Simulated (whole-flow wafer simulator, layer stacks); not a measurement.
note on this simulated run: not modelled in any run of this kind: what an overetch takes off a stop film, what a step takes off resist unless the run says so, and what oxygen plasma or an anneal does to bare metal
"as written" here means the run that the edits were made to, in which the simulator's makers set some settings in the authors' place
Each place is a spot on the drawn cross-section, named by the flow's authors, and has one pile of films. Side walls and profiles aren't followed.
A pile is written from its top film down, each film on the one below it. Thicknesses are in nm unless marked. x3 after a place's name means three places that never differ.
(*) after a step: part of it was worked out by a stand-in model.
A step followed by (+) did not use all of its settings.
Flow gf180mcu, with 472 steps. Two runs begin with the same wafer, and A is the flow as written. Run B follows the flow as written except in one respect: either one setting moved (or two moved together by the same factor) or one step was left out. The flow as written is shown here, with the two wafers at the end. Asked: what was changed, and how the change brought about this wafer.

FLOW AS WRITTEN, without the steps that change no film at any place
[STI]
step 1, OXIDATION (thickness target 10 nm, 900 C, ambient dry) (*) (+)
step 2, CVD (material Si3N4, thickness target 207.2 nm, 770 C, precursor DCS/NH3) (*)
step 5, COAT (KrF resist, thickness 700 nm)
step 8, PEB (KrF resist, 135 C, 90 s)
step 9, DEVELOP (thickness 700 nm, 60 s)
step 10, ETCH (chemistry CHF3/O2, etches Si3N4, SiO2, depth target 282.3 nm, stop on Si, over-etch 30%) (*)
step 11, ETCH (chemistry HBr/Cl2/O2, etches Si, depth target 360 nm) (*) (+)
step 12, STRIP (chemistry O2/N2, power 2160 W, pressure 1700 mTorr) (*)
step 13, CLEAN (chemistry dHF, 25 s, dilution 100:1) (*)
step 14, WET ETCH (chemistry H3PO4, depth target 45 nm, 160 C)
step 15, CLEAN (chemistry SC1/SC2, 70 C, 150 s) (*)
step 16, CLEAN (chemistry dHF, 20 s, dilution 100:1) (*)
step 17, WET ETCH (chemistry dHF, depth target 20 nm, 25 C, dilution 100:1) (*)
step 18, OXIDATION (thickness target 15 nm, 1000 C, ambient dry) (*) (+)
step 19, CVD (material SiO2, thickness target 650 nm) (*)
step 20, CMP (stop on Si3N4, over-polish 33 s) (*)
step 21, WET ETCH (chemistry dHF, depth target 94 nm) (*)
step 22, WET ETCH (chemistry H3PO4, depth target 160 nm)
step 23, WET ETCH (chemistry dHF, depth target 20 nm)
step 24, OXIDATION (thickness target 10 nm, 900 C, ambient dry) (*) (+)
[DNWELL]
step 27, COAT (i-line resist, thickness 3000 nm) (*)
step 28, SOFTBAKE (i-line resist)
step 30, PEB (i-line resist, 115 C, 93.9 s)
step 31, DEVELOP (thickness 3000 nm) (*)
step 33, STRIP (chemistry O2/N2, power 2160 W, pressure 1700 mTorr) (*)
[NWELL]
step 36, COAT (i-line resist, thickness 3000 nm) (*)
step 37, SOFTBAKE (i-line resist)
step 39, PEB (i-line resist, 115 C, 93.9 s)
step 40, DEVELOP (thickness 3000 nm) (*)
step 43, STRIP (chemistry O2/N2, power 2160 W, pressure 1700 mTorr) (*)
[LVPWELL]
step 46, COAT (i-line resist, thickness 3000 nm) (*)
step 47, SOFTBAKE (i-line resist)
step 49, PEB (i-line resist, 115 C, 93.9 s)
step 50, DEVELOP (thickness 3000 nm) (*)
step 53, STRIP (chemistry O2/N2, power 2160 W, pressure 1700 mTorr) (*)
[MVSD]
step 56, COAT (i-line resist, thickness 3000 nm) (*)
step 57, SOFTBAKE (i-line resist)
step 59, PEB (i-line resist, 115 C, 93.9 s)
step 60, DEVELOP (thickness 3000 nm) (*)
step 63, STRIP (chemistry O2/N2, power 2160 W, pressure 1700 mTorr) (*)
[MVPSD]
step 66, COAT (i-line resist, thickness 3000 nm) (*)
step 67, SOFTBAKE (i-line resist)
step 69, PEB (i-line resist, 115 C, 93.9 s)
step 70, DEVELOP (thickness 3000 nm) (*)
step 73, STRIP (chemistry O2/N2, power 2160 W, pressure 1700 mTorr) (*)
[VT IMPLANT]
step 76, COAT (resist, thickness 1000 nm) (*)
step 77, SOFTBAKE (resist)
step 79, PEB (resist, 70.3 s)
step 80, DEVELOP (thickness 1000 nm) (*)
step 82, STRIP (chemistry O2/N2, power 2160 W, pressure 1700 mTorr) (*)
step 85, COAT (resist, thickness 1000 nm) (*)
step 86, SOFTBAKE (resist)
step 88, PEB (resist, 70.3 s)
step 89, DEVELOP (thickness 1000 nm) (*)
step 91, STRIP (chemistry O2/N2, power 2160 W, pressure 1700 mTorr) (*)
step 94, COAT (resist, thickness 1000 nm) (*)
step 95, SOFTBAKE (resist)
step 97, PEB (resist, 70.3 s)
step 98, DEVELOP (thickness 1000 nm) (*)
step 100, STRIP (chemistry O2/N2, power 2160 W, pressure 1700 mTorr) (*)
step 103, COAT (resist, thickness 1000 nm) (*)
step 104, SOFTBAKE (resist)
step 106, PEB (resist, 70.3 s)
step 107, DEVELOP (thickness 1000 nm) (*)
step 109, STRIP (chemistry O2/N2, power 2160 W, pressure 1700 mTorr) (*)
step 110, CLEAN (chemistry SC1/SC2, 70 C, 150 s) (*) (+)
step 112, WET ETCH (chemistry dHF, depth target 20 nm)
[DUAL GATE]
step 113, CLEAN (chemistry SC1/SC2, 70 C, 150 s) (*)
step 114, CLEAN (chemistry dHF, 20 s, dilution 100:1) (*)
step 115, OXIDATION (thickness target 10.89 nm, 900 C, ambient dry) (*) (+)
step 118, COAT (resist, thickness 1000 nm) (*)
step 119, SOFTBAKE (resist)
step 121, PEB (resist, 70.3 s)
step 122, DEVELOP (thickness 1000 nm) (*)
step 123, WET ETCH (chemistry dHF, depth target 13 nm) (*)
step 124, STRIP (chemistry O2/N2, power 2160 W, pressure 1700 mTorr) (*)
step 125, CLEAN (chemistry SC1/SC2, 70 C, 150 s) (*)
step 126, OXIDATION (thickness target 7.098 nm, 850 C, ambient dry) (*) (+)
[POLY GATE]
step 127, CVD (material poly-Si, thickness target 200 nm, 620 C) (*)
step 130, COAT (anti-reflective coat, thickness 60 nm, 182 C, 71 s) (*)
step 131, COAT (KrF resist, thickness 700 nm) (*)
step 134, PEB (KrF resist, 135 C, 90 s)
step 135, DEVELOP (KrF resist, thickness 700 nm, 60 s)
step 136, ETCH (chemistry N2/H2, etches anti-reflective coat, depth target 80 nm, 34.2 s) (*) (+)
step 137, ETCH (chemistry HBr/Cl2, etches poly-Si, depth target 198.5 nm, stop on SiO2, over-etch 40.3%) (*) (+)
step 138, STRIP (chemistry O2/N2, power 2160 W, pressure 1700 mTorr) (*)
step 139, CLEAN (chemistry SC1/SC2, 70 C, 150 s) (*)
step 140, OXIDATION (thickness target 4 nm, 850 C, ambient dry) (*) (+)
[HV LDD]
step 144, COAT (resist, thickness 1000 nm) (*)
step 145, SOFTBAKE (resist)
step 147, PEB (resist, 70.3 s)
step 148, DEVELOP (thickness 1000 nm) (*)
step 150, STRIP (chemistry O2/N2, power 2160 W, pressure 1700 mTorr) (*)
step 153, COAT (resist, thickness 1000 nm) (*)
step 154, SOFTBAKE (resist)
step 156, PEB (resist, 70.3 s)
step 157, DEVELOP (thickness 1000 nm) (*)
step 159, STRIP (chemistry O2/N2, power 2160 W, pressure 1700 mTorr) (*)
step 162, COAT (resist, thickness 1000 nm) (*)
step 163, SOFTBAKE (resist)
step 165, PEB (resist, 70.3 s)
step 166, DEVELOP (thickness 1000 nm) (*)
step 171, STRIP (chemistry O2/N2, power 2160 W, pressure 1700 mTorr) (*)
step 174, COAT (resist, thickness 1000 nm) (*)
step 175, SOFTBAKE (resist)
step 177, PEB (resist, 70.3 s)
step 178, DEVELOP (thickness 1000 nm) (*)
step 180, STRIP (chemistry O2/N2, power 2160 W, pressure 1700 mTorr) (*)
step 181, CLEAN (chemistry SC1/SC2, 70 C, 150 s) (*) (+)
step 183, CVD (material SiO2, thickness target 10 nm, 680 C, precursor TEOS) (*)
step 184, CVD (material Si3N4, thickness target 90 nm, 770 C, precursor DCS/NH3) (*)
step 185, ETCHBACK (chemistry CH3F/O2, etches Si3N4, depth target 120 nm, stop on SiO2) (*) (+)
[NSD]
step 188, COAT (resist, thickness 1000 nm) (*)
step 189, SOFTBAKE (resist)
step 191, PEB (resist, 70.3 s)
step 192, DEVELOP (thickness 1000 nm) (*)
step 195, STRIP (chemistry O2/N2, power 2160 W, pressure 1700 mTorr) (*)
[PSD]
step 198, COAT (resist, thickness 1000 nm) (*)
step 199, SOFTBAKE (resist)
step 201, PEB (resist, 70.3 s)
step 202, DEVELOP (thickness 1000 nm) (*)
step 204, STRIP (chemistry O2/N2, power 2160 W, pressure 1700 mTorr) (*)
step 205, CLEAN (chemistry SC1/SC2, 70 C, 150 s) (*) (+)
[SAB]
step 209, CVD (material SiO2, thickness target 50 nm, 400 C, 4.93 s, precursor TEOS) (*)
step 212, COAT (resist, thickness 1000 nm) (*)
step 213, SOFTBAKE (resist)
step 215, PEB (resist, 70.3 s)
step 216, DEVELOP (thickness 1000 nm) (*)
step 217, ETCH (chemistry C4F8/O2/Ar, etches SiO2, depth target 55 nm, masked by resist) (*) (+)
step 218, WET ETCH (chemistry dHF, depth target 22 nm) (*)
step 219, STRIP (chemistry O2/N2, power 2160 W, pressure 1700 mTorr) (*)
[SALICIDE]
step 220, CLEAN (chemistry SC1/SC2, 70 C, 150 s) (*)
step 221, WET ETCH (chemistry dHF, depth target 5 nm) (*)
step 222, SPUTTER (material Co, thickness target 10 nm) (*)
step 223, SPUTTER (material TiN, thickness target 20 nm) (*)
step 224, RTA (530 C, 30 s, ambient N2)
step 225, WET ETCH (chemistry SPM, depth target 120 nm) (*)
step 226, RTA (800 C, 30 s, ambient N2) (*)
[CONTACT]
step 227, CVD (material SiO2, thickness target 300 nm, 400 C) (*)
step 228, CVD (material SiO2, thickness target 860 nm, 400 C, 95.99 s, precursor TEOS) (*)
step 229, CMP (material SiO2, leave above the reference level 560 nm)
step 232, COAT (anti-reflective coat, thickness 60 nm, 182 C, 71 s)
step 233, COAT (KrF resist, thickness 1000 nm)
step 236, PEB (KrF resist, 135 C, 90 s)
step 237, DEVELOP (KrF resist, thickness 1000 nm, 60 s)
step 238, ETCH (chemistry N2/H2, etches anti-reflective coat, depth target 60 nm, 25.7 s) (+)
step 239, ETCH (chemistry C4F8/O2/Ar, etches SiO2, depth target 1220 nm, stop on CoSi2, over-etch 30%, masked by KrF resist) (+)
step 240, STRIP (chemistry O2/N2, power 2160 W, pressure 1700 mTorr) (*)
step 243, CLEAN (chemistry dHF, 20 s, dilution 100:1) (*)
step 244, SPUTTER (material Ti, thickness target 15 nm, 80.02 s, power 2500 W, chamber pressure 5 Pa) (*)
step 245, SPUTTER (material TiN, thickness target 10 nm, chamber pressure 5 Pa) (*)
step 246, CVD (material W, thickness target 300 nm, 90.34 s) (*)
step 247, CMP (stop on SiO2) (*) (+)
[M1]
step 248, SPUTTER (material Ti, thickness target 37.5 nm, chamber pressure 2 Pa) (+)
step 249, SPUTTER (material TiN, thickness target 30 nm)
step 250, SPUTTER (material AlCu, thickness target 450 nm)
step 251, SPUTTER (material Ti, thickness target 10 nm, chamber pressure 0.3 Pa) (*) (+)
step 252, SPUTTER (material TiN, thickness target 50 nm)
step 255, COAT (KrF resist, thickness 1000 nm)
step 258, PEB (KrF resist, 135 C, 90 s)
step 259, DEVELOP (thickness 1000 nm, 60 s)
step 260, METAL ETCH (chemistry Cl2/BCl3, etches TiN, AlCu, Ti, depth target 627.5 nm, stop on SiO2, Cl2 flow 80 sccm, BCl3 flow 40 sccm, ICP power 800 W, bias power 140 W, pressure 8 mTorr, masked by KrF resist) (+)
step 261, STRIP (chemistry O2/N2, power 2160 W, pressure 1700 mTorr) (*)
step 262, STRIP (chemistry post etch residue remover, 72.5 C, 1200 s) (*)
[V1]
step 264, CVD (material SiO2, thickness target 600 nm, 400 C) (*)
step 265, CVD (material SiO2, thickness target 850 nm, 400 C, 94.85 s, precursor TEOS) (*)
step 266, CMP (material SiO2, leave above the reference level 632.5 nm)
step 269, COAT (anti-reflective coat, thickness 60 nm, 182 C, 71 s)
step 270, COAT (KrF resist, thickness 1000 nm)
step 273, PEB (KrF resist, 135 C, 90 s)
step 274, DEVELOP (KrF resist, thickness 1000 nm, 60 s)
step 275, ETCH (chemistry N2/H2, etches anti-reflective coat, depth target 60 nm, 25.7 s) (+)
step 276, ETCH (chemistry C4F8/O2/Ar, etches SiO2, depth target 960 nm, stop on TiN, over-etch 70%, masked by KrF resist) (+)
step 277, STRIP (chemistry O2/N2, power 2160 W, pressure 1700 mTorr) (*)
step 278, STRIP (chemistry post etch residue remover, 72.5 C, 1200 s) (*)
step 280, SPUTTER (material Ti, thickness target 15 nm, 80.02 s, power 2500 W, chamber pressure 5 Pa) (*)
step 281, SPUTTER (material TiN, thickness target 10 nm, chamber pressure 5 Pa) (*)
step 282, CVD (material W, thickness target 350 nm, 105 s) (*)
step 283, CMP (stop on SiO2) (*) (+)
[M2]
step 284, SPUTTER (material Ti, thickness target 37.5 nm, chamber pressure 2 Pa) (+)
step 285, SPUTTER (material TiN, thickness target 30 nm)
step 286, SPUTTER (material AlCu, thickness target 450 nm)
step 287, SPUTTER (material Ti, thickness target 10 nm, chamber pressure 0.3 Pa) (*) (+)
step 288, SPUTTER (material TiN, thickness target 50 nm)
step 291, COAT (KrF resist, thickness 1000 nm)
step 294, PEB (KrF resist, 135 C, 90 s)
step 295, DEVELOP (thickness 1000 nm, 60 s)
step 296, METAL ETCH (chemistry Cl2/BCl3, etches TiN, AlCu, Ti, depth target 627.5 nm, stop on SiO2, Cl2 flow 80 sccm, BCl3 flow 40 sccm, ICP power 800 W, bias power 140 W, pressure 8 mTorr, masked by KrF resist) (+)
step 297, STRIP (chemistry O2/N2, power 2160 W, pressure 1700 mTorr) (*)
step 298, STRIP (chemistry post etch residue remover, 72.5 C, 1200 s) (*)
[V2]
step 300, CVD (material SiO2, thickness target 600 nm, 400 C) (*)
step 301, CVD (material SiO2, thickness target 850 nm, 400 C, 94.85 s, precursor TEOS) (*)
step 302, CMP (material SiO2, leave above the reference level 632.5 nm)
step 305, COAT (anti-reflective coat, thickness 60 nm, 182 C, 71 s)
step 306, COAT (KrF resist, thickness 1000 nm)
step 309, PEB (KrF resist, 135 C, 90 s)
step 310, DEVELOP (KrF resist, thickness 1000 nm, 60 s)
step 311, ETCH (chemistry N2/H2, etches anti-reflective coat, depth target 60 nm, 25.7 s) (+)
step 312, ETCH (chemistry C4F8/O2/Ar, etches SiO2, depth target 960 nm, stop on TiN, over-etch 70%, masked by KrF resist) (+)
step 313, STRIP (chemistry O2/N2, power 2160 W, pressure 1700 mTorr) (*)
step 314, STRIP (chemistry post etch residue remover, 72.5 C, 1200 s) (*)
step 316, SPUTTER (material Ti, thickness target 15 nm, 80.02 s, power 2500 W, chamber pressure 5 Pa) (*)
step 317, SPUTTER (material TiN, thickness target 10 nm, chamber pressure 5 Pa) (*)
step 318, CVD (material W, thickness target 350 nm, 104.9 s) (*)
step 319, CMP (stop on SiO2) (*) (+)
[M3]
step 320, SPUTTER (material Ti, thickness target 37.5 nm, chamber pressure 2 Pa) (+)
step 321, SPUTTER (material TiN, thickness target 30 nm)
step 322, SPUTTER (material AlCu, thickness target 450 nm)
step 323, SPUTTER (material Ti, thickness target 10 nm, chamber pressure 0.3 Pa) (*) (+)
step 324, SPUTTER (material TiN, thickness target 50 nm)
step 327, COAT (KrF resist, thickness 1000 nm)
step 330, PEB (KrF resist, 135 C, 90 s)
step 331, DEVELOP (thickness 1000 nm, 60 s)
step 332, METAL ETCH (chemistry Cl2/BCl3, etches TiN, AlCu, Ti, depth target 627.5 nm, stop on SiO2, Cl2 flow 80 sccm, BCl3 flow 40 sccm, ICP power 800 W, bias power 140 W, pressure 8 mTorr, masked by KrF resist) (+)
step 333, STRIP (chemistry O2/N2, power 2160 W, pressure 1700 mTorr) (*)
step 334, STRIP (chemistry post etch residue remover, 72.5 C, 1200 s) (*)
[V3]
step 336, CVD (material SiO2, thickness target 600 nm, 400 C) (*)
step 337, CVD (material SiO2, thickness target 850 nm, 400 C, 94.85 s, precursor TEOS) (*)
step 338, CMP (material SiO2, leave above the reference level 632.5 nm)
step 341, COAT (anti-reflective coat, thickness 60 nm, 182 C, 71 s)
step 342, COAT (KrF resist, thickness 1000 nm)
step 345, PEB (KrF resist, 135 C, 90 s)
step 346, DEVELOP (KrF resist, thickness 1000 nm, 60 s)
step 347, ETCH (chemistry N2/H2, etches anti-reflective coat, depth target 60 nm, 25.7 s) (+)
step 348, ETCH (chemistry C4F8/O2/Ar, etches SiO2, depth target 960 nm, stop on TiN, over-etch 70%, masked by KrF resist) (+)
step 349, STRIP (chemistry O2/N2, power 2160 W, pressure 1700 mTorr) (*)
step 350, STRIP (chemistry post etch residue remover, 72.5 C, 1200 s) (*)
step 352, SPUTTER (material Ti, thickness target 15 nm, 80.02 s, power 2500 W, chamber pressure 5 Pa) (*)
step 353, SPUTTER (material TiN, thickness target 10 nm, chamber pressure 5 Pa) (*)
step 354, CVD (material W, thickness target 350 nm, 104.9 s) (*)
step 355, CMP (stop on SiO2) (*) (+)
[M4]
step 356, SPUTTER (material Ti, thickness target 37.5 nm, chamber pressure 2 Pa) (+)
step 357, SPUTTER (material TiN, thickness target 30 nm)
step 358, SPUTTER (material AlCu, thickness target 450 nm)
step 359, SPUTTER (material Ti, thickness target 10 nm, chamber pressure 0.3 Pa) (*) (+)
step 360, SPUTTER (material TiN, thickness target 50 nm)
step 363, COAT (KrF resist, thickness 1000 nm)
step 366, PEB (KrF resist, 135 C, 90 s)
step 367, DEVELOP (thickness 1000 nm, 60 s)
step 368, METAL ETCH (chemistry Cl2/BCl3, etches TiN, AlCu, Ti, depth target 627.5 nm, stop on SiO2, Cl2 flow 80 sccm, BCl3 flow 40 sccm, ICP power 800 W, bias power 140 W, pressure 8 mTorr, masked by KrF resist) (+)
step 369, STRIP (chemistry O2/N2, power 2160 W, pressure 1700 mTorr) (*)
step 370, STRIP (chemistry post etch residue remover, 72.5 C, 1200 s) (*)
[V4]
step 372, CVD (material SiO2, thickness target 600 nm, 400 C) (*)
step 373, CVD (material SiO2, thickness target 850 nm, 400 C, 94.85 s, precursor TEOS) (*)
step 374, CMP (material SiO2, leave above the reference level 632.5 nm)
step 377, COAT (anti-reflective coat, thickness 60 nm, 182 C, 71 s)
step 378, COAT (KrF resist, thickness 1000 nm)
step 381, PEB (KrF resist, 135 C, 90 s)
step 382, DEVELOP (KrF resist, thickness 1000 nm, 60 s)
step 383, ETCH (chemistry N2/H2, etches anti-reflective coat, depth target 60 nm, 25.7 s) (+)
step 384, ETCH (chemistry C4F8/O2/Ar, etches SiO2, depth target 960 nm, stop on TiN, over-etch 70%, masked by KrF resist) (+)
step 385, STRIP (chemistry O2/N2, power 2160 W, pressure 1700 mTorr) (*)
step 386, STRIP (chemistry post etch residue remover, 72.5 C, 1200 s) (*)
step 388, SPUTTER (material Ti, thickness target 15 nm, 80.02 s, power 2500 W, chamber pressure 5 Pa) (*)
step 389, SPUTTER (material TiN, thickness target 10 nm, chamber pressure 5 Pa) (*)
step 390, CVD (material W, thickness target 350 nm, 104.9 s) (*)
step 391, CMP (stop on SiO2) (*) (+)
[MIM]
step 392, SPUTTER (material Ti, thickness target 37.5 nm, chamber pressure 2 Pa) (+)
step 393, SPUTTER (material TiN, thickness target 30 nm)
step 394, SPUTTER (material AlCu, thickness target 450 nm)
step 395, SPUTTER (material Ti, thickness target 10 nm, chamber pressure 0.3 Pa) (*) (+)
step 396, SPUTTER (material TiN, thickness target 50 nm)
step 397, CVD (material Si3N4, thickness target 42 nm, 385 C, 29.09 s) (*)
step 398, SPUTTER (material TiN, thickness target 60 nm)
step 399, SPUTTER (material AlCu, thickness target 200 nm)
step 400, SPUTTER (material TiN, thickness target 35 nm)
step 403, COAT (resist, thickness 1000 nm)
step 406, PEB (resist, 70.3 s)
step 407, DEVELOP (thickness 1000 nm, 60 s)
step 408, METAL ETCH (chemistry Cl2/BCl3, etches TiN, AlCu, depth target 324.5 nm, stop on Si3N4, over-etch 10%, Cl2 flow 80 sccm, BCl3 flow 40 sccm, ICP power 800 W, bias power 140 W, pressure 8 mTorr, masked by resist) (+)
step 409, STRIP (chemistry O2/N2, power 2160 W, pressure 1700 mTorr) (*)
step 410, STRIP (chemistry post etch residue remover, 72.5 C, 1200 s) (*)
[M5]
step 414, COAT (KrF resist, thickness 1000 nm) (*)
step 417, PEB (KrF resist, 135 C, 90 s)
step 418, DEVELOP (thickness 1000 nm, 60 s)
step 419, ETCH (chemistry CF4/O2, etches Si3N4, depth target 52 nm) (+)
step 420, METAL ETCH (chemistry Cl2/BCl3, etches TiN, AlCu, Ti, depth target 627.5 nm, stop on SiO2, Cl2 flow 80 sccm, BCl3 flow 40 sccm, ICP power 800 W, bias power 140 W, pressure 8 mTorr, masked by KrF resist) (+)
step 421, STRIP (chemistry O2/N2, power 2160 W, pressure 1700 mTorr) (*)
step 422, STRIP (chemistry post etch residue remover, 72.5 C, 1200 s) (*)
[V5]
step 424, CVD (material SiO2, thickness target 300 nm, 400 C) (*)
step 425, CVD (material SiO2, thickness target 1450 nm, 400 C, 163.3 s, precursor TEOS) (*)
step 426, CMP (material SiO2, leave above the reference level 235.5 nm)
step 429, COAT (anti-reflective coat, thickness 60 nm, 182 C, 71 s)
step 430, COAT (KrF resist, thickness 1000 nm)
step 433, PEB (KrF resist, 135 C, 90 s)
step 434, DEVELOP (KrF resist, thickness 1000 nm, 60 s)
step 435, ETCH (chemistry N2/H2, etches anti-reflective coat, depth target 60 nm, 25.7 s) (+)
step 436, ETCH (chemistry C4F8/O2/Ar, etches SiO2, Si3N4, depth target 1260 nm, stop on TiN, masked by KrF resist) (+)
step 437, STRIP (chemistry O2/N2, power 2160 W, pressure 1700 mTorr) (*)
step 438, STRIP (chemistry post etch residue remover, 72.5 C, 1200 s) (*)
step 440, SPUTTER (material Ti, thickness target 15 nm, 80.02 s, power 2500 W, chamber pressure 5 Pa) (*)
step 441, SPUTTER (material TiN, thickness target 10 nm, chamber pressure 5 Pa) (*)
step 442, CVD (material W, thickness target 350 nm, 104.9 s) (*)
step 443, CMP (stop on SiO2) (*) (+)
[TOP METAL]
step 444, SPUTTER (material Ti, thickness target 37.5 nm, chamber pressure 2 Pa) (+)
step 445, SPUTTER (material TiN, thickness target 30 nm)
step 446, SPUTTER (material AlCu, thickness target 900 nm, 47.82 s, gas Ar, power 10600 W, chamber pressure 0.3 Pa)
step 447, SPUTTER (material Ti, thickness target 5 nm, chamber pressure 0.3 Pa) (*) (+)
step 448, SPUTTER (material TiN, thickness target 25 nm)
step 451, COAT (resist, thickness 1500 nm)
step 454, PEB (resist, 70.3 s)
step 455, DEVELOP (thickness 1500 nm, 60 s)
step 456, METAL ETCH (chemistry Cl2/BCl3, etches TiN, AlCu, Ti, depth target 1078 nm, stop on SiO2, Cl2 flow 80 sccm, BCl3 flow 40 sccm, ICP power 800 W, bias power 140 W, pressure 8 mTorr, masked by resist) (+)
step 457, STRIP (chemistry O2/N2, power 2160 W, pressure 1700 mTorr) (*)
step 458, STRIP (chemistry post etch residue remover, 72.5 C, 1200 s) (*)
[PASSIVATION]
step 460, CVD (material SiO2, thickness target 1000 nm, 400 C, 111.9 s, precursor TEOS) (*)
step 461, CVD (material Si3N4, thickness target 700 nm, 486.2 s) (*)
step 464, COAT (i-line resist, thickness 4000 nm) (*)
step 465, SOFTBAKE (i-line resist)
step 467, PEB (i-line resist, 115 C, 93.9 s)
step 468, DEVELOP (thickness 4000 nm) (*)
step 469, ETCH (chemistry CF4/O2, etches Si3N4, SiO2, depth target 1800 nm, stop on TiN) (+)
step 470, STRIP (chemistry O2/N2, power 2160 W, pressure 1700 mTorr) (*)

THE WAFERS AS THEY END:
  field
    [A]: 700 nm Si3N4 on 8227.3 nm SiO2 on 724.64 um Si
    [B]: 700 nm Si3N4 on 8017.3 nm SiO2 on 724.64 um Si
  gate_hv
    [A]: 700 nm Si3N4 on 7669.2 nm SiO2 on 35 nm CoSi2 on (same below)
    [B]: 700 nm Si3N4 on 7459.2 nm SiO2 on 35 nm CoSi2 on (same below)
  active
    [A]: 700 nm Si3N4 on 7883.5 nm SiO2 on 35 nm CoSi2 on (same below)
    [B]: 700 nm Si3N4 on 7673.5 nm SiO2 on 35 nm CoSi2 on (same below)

The reason: step 229, CMP: leave above the reference level 350 nm was run, while the flow as written has leave above the reference level 560 nm.

How this came from the change, step by step:
  step 229, CMP (material SiO2, leave above the reference level 560 nm)
      gate_hv, gate_nat, ld_gate_n and 11 more: A SiO2 loses 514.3 | B SiO2 loses 724.3
      ldn_sep__w1, ldn_sep__w2, ldn_dft and 8 more: A SiO2 loses 311 | B SiO2 loses 521
      (also at 86 further places)
  step 239, ETCH (chemistry C4F8/O2/Ar, etches SiO2, depth target 1220 nm, stop on CoSi2, over-etch 30%, masked by KrF resist) (+)
      field, field__w1, field__w2 and 105 more: A KrF resist loses 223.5 | B KrF resist loses 168.9
      polyc_n, polyc_p: A SiO2 loses 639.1 (all of it) | B SiO2 loses 429.1 (all of it)
      (also at 1 further place)
  step 240, STRIP (chemistry O2/N2, power 2160 W, pressure 1700 mTorr) (*)
      field, field__w1, field__w2 and 105 more: A KrF resist loses 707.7 (all of it), anti-reflective coat loses 60 (all of it) | B KrF resist loses 762.3 (all of it), anti-reflective coat loses 60 (all of it)
  step 244, SPUTTER (material Ti, thickness target 15 nm, 80.02 s, power 2500 W, chamber pressure 5 Pa) (*)
      contact: A Ti gains 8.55 (new film) | B Ti gains 9.68 (new film)
  step 245, SPUTTER (material TiN, thickness target 10 nm, chamber pressure 5 Pa) (*)
      contact: A TiN gains 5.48 (new film) | B TiN gains 6.18 (new film)
  step 246, CVD (material W, thickness target 300 nm, 90.34 s) (*)
      polyc_n, polyc_p: A W gains 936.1 (new film) | B W gains 726.1 (new film)
      contact: A W gains 1167.5 (new film) | B W gains 955.7 (new film)
